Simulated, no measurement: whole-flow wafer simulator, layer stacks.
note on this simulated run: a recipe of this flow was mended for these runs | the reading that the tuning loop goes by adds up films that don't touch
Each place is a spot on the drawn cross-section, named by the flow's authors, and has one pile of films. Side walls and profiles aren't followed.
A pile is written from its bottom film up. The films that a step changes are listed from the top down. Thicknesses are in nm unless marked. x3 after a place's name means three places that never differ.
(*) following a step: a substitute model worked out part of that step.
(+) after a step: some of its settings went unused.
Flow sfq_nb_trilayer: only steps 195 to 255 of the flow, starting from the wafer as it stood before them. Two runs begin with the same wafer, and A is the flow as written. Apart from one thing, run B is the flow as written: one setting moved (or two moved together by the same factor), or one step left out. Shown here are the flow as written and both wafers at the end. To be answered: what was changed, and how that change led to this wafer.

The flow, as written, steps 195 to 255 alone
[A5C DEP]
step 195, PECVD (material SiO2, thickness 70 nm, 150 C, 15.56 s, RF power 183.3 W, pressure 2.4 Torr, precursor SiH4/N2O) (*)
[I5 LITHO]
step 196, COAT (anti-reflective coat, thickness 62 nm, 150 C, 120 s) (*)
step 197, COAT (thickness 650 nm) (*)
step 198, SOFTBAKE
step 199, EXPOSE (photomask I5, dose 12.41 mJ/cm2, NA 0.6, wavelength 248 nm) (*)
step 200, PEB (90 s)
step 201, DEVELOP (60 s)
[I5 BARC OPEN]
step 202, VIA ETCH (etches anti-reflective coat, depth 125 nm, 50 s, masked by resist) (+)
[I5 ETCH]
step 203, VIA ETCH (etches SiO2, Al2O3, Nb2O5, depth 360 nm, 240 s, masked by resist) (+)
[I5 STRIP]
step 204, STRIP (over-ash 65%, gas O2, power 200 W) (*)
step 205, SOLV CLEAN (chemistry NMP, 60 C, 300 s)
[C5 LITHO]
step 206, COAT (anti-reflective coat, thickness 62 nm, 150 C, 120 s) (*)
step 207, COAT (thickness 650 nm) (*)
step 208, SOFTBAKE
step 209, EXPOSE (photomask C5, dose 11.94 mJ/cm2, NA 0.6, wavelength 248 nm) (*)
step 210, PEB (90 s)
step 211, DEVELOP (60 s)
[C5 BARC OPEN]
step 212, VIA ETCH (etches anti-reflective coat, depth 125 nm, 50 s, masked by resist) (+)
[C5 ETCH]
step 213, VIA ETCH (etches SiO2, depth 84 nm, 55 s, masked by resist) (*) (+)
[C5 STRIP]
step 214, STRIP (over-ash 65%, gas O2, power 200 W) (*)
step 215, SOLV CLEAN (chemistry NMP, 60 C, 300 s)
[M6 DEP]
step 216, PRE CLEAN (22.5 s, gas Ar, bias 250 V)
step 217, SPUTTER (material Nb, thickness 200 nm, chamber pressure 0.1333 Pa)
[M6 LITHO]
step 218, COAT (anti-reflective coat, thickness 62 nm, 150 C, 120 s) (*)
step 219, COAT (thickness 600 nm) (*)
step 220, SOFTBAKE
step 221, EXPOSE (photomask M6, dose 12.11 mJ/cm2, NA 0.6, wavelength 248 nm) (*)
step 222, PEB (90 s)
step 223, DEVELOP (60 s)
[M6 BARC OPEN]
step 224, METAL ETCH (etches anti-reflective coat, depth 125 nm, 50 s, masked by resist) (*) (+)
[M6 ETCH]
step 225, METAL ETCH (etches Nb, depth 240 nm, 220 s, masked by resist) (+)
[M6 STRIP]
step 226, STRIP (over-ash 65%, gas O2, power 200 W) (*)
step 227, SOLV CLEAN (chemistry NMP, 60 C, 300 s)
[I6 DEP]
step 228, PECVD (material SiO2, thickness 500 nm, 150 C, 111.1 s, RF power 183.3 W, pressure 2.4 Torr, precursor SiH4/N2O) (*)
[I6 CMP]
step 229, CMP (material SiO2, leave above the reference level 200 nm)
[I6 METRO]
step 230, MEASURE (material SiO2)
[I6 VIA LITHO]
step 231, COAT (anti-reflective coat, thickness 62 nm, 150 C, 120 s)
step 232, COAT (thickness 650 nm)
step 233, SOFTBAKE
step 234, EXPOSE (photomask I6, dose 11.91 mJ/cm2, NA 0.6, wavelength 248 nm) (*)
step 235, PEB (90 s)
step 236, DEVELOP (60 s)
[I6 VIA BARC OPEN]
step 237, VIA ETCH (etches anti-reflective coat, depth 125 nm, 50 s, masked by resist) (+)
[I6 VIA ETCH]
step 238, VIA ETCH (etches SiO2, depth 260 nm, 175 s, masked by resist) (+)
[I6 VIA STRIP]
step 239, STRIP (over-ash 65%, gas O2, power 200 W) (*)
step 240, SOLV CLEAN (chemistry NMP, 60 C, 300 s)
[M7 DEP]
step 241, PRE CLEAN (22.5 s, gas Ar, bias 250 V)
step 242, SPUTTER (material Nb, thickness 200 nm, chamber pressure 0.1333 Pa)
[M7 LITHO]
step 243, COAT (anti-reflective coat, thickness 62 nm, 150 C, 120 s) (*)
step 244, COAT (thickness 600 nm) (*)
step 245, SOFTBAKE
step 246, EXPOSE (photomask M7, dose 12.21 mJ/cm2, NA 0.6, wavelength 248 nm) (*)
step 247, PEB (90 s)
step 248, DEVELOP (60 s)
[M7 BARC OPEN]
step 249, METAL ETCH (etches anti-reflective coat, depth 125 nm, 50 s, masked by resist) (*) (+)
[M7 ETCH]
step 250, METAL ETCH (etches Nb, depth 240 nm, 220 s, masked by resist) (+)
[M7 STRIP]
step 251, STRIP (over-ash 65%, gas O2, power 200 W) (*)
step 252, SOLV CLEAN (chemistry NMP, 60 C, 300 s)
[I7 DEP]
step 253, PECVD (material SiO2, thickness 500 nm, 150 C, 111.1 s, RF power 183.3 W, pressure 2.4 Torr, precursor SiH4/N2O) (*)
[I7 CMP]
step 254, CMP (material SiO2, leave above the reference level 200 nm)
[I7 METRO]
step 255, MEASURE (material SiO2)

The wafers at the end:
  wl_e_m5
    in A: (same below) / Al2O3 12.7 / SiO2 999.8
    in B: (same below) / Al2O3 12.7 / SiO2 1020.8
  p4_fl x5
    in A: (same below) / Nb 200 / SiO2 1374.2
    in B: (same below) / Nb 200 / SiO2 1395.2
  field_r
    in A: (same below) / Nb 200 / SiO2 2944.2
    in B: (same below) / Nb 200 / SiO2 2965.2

The reason: step 195, PECVD: 20.22 s was run, while the flow as written has 15.56 s.

The path from the change to this, step by step:
  step 195, PECVD (material SiO2, thickness 70 nm, 150 C, 15.56 s, RF power 183.3 W, pressure 2.4 Torr, precursor SiH4/N2O) (*)
      field_l, v_sur, via_wl and 92 more: A SiO2 gains 70 | B SiO2 gains 91
      ce_l, c5j, ce_r and 8 more: A SiO2 gains 70 (new film) | B SiO2 gains 91 (new film)
  step 196, COAT (anti-reflective coat, thickness 62 nm, 150 C, 120 s) (*)
      r5r_line_l, r5r_line_c, r5r_line_r: A anti-reflective coat gains 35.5 (new film) | B anti-reflective coat gains 36.3 (new film)
  step 203, VIA ETCH (etches SiO2, Al2O3, Nb2O5, depth 360 nm, 240 s, masked by resist) (+)
      be: A SiO2 loses 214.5 (all of it), Al2O3 loses 12.7 (all of it), Nb2O5 loses 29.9 (all of it), Nb loses 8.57 | B SiO2 loses 235.5 (all of it), Al2O3 loses 12.7 (all of it), Nb2O5 loses 29.9 (all of it), Nb loses 6.82
  step 204, STRIP (over-ash 65%, gas O2, power 200 W) (*)
      r5r_line_l, r5r_line_c, r5r_line_r: A KrF-resist-other-grade loses 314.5 (all of it), anti-reflective coat loses 35.5 (all of it) | B KrF-resist-other-grade loses 314.5 (all of it), anti-reflective coat loses 36.3 (all of it)
  step 206, COAT (anti-reflective coat, thickness 62 nm, 150 C, 120 s) (*)
      r5r_line_l, r5r_line_c, r5r_line_r: A anti-reflective coat gains 35.5 (new film) | B anti-reflective coat gains 36.3 (new film)
      be: A anti-reflective coat gains 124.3 (new film) | B anti-reflective coat gains 127.3 (new film)
  step 213, VIA ETCH (etches SiO2, depth 84 nm, 55 s, masked by resist) (*) (+)
      c5j: A SiO2 loses 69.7 (all of it), Nb loses 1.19 | B SiO2 loses 84
      res: A SiO2 loses 69.7 (all of it), Ti loses 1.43 | B SiO2 loses 84
  step 214, STRIP (over-ash 65%, gas O2, power 200 W) (*)
      r5r_line_l, r5r_line_c, r5r_line_r: A KrF-resist-other-grade loses 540 (all of it), anti-reflective coat loses 35.5 (all of it) | B KrF-resist-other-grade loses 540.1 (all of it), anti-reflective coat loses 36.3 (all of it)
      be: A KrF-resist-other-grade loses 705.8 (all of it), anti-reflective coat loses 124.3 (all of it) | B KrF-resist-other-grade loses 719.5 (all of it), anti-reflective coat loses 127.3 (all of it)
  step 216, PRE CLEAN (22.5 s, gas Ar, bias 250 V)
      c5j: A Nb loses 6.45 | B SiO2 loses 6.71 (all of it), Nb loses 0.77
      res: A Ti loses 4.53 | B SiO2 loses 6.63 (all of it), Ti loses 0.71
  step 217, SPUTTER (material Nb, thickness 200 nm, chamber pressure 0.1333 Pa)
      be: A Nb gains 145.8 | B Nb gains 141.5
      c5j: A Nb gains 188.4 | B Nb gains 183.2
  step 218, COAT (anti-reflective coat, thickness 62 nm, 150 C, 120 s) (*)
      be: A anti-reflective coat gains 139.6 (new film) | B anti-reflective coat gains 143 (new film)
      jj_sur: A anti-reflective coat gains 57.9 (new film) | B anti-reflective coat gains 55.3 (new film)
      (also at 7 further places)
  step 219, COAT (thickness 600 nm) (*)
      be: A KrF-resist-other-grade gains 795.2 (new film) | B KrF-resist-other-grade gains 812 (new film)
  step 226, STRIP (over-ash 65%, gas O2, power 200 W) (*)
      be: A KrF-resist-other-grade loses 559.4 (all of it), anti-reflective coat loses 139.6 (all of it) | B KrF-resist-other-grade loses 576.1 (all of it), anti-reflective coat loses 143 (all of it)
      jj_sur: A KrF-resist-other-grade loses 361.7 (all of it), anti-reflective coat loses 57.9 (all of it) | B KrF-resist-other-grade loses 362.4 (all of it), anti-reflective coat loses 55.3 (all of it)
      (also at 7 further places)
  step 228, PECVD (material SiO2, thickness 500 nm, 150 C, 111.1 s, RF power 183.3 W, pressure 2.4 Torr, precursor SiH4/N2O) (*)
      be: A SiO2 gains 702 (new film) | B SiO2 gains 725.4 (new film)
      c5j: A SiO2 gains 514.7 (new film) | B SiO2 gains 534 (new film)
  step 229, CMP (material SiO2, leave above the reference level 200 nm)
      res: A SiO2 loses 279.3 | B SiO2 loses 260.4
